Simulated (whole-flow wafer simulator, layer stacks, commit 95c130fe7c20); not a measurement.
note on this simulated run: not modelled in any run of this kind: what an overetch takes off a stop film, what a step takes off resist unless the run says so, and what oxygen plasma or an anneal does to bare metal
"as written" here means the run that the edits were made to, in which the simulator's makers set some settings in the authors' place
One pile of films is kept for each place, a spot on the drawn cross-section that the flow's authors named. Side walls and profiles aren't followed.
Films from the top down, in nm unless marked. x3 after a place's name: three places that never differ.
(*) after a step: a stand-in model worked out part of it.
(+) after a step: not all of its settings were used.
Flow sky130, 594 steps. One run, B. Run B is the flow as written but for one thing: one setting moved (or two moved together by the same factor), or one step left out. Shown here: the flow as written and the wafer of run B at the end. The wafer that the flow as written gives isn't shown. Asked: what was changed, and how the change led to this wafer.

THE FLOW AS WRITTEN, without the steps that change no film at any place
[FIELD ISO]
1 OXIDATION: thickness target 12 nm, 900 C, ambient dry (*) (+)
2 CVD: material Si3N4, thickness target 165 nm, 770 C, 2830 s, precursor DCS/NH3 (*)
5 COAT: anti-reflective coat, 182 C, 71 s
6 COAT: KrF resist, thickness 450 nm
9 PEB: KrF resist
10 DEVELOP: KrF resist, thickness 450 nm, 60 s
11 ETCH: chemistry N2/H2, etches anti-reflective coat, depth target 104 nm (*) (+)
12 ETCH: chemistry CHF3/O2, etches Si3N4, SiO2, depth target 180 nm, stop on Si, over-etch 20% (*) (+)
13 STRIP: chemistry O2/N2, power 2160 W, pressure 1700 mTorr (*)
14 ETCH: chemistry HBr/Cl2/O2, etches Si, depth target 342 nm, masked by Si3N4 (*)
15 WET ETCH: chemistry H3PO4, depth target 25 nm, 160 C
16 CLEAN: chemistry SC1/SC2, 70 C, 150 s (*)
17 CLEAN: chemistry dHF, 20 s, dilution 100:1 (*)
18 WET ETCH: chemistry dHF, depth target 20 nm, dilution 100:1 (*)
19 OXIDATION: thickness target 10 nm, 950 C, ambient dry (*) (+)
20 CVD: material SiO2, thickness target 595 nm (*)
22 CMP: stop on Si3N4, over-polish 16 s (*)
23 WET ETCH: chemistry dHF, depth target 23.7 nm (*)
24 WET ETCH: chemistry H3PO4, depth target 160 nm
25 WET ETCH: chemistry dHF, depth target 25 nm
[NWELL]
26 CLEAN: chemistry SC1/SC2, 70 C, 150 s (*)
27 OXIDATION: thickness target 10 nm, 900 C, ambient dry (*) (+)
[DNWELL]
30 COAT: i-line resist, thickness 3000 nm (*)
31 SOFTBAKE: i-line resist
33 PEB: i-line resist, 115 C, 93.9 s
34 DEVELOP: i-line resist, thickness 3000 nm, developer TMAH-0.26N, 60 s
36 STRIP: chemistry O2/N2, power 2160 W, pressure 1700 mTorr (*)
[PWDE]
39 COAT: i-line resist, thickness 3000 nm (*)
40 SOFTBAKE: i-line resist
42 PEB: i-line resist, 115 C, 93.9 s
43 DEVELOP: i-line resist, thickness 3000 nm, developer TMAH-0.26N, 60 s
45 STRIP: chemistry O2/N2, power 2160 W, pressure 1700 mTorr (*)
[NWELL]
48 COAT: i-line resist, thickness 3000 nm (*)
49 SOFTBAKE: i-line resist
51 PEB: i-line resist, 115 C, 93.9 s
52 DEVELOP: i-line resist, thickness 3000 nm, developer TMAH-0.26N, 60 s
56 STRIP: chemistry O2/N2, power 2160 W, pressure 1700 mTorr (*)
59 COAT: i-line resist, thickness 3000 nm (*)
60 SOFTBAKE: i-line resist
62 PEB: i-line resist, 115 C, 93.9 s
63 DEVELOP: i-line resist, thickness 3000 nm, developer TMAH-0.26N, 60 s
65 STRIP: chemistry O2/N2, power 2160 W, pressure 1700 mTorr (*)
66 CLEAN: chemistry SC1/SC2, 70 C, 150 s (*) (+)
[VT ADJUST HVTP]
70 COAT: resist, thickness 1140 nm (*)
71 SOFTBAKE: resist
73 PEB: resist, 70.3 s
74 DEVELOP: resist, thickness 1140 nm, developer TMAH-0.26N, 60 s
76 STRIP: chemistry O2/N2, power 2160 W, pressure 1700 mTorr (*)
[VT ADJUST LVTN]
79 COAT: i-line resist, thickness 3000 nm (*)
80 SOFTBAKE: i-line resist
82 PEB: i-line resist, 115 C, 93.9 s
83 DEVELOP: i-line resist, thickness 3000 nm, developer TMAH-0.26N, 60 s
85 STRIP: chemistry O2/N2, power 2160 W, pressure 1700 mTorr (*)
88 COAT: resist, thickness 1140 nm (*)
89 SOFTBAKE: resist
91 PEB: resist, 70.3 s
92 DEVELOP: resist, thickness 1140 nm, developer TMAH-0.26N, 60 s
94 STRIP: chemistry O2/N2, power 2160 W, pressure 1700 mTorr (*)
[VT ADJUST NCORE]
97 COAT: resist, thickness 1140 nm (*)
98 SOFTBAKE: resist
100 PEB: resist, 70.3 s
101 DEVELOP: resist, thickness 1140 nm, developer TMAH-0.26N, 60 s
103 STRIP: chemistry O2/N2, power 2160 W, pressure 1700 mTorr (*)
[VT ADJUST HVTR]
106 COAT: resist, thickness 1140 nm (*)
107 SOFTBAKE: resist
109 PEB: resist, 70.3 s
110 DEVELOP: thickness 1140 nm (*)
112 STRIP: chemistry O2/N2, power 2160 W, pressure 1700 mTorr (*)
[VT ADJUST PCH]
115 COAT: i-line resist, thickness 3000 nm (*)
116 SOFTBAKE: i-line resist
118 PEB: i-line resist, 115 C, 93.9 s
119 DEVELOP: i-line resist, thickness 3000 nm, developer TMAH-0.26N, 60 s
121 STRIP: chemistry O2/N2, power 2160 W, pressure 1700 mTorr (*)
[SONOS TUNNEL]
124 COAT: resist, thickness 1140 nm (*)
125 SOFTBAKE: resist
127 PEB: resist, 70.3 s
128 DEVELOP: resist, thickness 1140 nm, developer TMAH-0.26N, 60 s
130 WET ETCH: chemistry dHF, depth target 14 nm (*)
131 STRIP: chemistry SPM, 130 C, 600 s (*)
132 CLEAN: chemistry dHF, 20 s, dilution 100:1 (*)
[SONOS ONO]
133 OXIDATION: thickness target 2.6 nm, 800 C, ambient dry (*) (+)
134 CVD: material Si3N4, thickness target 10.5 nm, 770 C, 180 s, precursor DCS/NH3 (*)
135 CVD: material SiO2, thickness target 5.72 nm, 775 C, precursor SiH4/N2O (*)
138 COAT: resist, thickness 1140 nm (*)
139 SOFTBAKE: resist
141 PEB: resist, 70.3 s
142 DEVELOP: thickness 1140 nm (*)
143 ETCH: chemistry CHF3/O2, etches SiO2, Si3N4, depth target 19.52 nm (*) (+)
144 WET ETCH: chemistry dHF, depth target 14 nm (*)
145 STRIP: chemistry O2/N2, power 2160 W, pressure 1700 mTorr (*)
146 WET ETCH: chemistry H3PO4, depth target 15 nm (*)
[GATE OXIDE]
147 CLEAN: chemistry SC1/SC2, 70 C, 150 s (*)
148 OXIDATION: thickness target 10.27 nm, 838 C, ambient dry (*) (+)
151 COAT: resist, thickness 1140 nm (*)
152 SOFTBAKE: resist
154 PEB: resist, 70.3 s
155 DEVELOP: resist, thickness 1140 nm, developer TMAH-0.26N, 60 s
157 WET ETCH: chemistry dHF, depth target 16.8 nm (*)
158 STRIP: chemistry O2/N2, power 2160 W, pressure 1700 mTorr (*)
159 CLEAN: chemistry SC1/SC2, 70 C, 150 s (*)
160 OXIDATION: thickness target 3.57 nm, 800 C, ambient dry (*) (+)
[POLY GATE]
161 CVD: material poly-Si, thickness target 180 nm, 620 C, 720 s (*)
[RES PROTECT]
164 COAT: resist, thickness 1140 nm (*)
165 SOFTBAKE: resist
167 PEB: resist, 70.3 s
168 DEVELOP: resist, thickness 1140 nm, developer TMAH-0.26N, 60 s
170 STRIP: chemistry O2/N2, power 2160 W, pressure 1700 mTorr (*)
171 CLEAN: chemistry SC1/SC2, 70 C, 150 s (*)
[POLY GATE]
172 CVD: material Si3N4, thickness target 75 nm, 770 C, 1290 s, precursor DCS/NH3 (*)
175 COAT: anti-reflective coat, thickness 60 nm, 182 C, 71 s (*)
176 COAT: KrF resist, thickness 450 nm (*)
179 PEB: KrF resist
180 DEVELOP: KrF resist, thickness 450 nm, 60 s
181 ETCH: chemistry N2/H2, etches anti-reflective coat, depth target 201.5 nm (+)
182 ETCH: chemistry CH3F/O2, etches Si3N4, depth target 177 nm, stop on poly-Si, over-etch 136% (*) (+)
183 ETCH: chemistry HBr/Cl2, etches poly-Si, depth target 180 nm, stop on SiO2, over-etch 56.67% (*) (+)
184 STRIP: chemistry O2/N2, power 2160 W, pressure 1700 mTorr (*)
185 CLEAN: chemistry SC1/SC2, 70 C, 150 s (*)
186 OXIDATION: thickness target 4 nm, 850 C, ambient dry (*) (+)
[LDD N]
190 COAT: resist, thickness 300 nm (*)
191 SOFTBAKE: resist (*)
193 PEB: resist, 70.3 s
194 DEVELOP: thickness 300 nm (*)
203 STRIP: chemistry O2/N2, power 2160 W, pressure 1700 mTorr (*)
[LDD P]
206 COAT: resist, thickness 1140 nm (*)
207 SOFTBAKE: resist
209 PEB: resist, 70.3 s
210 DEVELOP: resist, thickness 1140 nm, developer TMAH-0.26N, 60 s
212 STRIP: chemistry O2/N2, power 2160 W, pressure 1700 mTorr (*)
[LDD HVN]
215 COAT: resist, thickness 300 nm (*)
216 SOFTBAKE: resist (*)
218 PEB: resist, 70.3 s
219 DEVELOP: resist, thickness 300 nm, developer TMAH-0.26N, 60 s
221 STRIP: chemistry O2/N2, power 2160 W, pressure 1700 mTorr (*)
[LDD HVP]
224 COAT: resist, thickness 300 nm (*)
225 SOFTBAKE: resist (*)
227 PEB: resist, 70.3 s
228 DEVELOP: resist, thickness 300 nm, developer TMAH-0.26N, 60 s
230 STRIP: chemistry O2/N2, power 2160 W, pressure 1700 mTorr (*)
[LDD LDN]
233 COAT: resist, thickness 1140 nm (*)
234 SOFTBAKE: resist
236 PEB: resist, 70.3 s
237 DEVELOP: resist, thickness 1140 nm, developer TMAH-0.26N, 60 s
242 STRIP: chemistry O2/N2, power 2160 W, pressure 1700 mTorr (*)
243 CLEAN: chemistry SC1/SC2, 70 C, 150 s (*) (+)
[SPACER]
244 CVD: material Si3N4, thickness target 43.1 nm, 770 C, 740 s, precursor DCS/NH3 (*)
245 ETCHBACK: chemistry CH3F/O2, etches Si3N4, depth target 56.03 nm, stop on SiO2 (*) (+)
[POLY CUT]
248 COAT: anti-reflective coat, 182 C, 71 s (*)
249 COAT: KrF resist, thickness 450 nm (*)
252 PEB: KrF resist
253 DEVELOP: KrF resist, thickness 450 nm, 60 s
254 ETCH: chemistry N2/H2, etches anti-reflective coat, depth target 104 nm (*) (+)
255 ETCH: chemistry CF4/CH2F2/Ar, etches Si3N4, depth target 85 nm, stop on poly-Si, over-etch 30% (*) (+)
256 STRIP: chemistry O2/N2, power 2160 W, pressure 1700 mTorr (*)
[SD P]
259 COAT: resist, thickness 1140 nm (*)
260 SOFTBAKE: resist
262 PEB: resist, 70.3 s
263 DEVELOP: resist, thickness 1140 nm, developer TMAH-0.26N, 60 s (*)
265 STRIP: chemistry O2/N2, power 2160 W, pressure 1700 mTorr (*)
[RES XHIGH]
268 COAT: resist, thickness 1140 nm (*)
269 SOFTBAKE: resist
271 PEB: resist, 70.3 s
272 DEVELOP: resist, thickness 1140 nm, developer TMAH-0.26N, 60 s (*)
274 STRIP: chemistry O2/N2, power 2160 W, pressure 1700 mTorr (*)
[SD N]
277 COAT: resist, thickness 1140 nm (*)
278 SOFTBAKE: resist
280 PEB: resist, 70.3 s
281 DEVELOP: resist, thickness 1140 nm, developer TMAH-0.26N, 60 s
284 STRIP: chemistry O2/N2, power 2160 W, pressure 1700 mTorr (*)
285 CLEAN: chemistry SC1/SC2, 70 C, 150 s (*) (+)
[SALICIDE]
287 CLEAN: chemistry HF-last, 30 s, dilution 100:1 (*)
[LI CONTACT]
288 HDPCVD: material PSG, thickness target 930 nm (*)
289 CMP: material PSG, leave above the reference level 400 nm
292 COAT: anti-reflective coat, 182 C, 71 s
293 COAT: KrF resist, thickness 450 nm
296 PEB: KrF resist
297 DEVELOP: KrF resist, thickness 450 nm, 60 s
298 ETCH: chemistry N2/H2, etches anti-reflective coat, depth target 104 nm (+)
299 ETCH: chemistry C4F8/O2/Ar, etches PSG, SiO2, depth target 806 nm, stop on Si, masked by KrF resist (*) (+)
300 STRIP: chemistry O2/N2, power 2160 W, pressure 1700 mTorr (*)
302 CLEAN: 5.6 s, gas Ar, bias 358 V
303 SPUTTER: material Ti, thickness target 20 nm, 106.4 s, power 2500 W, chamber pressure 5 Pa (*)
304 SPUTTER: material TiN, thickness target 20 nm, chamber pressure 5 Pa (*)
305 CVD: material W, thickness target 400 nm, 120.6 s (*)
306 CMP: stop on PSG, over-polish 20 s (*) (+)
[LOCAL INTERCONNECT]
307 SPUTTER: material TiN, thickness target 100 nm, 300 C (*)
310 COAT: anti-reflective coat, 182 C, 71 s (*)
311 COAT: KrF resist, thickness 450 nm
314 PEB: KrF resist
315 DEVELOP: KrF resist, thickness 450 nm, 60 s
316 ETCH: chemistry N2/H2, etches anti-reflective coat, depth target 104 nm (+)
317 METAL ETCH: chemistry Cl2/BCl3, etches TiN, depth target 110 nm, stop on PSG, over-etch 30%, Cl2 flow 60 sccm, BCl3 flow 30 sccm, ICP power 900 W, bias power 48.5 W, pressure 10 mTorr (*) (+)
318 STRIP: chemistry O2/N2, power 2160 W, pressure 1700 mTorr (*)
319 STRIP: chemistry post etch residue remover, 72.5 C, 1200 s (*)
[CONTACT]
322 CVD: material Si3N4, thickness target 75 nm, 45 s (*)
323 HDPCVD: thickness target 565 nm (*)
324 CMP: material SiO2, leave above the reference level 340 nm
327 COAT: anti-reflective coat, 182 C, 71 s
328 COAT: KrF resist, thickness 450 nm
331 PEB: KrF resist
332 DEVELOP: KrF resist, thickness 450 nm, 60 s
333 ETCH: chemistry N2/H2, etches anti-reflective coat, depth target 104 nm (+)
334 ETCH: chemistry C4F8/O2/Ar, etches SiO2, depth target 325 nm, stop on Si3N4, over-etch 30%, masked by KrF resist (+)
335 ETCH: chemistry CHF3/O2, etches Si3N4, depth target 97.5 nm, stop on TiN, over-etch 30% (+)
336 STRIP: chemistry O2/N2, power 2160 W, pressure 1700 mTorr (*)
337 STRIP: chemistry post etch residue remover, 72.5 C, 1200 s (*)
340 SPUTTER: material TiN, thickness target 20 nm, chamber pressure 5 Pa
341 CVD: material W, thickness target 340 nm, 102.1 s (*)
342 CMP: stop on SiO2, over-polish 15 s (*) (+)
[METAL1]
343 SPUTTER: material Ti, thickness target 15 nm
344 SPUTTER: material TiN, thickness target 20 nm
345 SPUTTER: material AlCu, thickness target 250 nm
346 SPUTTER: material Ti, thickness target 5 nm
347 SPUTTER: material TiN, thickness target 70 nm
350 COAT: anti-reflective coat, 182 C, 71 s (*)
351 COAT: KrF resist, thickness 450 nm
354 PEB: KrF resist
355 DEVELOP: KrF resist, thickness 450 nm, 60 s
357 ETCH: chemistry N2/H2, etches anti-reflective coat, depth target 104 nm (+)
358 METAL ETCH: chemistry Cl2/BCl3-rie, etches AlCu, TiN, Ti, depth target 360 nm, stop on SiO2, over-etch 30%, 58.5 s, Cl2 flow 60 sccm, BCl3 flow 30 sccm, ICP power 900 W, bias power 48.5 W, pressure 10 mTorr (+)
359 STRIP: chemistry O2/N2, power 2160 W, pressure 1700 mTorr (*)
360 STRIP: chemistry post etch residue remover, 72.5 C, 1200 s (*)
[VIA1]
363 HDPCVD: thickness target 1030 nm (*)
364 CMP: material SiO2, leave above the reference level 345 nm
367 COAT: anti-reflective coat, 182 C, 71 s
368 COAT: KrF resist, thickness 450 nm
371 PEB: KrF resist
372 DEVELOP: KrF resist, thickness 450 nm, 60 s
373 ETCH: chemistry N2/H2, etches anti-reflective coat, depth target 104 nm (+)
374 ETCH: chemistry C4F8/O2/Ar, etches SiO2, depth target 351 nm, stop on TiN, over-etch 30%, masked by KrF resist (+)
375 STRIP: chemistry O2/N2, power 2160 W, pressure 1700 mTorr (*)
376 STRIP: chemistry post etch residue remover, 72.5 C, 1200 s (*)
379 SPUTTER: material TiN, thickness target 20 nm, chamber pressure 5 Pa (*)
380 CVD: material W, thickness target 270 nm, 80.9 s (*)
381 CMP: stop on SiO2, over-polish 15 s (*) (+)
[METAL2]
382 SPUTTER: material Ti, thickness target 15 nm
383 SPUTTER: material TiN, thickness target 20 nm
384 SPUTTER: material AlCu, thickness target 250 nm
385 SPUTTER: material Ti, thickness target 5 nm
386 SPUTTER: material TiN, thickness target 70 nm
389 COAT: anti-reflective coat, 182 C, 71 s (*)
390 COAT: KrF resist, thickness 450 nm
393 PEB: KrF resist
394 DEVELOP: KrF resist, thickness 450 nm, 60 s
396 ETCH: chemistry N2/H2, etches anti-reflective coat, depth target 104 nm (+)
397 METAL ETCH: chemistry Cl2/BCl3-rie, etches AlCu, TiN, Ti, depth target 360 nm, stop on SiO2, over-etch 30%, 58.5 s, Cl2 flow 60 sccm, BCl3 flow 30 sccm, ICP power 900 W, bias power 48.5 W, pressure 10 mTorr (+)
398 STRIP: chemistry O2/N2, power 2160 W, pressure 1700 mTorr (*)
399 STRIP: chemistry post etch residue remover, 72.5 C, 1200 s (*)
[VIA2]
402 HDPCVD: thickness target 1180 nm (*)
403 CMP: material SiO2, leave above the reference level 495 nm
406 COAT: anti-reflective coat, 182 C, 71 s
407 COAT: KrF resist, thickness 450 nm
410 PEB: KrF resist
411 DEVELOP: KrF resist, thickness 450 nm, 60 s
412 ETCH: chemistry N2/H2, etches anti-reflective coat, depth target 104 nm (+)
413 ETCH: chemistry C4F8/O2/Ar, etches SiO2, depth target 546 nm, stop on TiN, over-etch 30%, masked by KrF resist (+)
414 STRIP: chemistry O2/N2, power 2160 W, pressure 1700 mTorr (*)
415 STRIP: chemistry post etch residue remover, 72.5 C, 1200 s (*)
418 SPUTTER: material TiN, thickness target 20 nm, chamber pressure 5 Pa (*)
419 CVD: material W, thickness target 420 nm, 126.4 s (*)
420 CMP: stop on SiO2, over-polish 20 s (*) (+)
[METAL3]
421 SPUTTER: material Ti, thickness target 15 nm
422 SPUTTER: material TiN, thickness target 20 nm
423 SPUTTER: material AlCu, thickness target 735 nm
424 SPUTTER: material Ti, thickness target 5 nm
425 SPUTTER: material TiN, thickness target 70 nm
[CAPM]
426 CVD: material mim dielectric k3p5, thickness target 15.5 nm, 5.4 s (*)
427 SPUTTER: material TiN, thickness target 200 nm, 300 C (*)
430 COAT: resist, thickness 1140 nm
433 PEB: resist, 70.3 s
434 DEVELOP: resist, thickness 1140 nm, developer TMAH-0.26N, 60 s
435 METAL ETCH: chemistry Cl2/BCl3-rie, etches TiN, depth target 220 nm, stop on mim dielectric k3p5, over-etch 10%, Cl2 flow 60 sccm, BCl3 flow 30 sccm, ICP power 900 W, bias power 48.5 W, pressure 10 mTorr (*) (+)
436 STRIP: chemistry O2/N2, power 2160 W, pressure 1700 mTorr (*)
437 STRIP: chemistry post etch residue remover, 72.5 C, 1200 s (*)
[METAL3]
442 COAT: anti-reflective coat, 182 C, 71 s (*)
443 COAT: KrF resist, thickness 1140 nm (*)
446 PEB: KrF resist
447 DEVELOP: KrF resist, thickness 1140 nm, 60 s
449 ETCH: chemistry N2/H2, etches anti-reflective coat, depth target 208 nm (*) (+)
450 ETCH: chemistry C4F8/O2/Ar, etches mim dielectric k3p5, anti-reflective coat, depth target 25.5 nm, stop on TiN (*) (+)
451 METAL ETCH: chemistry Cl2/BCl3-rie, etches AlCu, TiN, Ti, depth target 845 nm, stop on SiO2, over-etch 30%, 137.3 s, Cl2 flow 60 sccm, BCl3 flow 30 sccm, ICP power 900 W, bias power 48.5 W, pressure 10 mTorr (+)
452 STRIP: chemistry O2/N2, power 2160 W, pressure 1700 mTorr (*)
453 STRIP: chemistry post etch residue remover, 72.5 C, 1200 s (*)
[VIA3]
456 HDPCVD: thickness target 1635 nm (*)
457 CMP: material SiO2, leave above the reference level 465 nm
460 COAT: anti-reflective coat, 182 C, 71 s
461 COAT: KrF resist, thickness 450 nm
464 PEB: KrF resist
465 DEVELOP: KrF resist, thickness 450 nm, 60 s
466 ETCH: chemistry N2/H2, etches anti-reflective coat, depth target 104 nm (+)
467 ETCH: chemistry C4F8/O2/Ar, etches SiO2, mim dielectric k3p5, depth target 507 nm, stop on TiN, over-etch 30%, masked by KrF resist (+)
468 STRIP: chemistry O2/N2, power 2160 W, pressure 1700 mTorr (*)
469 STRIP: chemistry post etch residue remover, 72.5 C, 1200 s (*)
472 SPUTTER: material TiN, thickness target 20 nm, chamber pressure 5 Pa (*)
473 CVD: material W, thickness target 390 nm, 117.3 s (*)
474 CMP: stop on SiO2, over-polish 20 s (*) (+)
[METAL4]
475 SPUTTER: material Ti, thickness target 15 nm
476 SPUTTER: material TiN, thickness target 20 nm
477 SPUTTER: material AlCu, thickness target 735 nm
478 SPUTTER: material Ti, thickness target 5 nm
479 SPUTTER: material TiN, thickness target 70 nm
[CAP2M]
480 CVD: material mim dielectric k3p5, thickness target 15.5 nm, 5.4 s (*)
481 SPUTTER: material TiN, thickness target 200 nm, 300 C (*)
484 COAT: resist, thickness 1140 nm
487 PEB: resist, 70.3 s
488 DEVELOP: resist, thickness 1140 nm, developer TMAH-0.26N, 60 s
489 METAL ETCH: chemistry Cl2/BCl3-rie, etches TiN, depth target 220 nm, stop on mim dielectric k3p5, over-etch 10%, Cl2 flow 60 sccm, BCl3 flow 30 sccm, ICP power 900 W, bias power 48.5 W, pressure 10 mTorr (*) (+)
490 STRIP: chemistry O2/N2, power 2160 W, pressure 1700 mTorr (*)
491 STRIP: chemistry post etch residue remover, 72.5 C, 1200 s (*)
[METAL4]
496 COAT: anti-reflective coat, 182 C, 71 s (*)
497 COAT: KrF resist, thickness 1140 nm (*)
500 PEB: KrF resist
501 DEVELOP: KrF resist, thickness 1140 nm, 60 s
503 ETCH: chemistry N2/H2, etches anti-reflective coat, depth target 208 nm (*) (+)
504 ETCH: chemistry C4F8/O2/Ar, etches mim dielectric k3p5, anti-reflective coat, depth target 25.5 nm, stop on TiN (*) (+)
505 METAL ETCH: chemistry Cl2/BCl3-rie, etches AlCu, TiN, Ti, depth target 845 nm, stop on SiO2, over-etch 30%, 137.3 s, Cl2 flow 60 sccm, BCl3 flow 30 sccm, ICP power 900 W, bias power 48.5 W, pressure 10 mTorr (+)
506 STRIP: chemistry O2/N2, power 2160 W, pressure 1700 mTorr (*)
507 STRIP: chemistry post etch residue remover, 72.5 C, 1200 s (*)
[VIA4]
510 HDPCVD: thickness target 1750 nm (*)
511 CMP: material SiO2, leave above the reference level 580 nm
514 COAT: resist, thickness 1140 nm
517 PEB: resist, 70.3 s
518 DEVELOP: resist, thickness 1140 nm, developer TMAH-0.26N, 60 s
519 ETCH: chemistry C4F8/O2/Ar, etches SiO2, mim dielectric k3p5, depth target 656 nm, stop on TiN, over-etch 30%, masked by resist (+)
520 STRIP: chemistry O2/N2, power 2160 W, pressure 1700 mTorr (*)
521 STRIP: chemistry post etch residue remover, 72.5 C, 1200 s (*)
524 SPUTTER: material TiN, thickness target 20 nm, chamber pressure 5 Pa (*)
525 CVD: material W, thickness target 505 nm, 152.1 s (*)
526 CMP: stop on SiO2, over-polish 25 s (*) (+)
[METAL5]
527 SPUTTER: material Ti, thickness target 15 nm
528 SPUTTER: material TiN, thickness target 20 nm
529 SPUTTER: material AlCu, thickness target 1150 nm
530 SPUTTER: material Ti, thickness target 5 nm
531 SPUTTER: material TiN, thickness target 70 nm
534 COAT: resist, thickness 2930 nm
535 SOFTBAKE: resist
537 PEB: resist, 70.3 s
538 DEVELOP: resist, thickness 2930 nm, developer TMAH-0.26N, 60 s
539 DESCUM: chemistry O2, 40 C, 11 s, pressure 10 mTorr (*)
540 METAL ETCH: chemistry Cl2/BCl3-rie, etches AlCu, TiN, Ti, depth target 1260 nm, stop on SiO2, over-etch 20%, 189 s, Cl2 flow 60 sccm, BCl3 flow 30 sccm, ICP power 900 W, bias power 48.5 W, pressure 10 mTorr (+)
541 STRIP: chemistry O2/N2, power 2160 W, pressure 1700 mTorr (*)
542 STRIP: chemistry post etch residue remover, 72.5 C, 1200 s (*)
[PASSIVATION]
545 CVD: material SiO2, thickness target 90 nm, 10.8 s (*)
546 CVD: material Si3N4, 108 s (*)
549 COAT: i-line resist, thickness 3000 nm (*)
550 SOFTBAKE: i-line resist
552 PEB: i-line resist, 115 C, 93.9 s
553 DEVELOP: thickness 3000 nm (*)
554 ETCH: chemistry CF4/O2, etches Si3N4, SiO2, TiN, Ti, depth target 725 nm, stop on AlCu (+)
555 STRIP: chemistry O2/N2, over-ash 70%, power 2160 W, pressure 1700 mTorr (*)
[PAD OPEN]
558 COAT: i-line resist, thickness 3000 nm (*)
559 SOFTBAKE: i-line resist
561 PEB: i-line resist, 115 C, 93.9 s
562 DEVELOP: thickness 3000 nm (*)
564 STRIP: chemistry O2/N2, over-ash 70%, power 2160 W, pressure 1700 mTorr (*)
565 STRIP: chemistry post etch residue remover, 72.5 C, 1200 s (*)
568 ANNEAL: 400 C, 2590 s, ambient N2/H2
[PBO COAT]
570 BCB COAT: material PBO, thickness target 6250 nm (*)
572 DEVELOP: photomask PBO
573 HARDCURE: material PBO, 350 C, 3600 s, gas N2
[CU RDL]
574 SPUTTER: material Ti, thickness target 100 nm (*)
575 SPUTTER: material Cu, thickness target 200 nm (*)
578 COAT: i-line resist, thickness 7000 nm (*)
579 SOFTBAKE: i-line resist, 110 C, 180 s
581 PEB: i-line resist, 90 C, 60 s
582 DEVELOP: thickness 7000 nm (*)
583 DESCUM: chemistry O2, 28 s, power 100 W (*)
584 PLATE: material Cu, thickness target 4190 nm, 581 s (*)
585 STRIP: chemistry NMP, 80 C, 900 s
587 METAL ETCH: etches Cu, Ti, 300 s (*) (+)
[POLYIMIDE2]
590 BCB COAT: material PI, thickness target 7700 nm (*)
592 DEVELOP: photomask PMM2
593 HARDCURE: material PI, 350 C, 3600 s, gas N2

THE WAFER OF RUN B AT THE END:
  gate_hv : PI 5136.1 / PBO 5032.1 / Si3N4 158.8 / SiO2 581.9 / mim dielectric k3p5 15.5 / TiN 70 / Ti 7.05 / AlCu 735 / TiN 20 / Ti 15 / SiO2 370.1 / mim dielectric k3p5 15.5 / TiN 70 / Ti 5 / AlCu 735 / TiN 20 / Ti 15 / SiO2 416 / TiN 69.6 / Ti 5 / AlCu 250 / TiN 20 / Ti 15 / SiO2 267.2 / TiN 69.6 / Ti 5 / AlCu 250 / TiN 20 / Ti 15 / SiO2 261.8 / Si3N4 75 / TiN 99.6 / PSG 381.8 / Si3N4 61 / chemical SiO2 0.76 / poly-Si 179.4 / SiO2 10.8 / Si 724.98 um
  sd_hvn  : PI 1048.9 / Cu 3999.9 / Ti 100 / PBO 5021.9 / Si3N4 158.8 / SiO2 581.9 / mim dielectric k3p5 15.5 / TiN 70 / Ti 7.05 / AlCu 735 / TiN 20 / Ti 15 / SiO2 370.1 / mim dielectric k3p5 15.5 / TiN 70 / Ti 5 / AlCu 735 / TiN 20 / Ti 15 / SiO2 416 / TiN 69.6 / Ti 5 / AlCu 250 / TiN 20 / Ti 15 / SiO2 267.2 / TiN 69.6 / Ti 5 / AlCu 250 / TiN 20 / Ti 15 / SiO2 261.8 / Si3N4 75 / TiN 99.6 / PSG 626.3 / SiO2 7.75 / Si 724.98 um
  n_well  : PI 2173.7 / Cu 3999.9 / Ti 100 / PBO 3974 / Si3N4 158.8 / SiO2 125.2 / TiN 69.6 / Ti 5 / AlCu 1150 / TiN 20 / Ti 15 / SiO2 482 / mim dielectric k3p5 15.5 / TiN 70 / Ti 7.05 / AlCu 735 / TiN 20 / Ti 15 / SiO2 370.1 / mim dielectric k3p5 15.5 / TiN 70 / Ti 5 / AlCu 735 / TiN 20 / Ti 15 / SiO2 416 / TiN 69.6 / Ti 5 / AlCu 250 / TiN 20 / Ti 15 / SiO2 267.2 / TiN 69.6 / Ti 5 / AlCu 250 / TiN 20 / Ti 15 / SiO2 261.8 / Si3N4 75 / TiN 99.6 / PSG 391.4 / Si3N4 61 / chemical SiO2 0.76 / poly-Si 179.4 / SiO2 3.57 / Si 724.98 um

The cause: step 478, SPUTTER: thickness target 7.05 nm was run, where the flow has thickness target 5 nm.
It can be read off the wafer: gate_hv has Ti 7.05, and step 478 as written asks for 5 nm.

How the change led to this, step by step:
  478 SPUTTER: material Ti, thickness target 5 nm
      field, active, n_well and 189 more: Ti +7.05 (new film) (as written it would be: Ti +5 (new film))
  505 METAL ETCH: chemistry Cl2/BCl3-rie, etches AlCu, TiN, Ti, depth target 845 nm, stop on SiO2, over-etch 30%, 137.3 s, Cl2 flow 60 sccm, BCl3 flow 30 sccm, ICP power 900 W, bias power 48.5 W, pressure 10 mTorr (+)
      field, gate, spacer and 68 more: TiN -70 (all of it), Ti -7.05 (all of it), AlCu -735 (all of it), TiN -20 (all of it), Ti -15 (all of it), SiO2 -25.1 (as written it would be: TiN -70 (all of it), Ti -5 (all of it), AlCu -735 (all of it), TiN -20 (all of it), Ti -15 (all of it), SiO2 -25.4)
      active, vpp_iso1, mim_edge_plate and 14 more: TiN -70 (all of it), Ti -7.05 (all of it), AlCu -735 (all of it), TiN -20 (all of it), Ti -15 (all of it), SiO2 -25.1 (as written it would be: TiN -70 (all of it), Ti -5 (all of it), AlCu -735 (all of it), TiN -20 (all of it), Ti -15 (all of it), SiO2 -25.3)
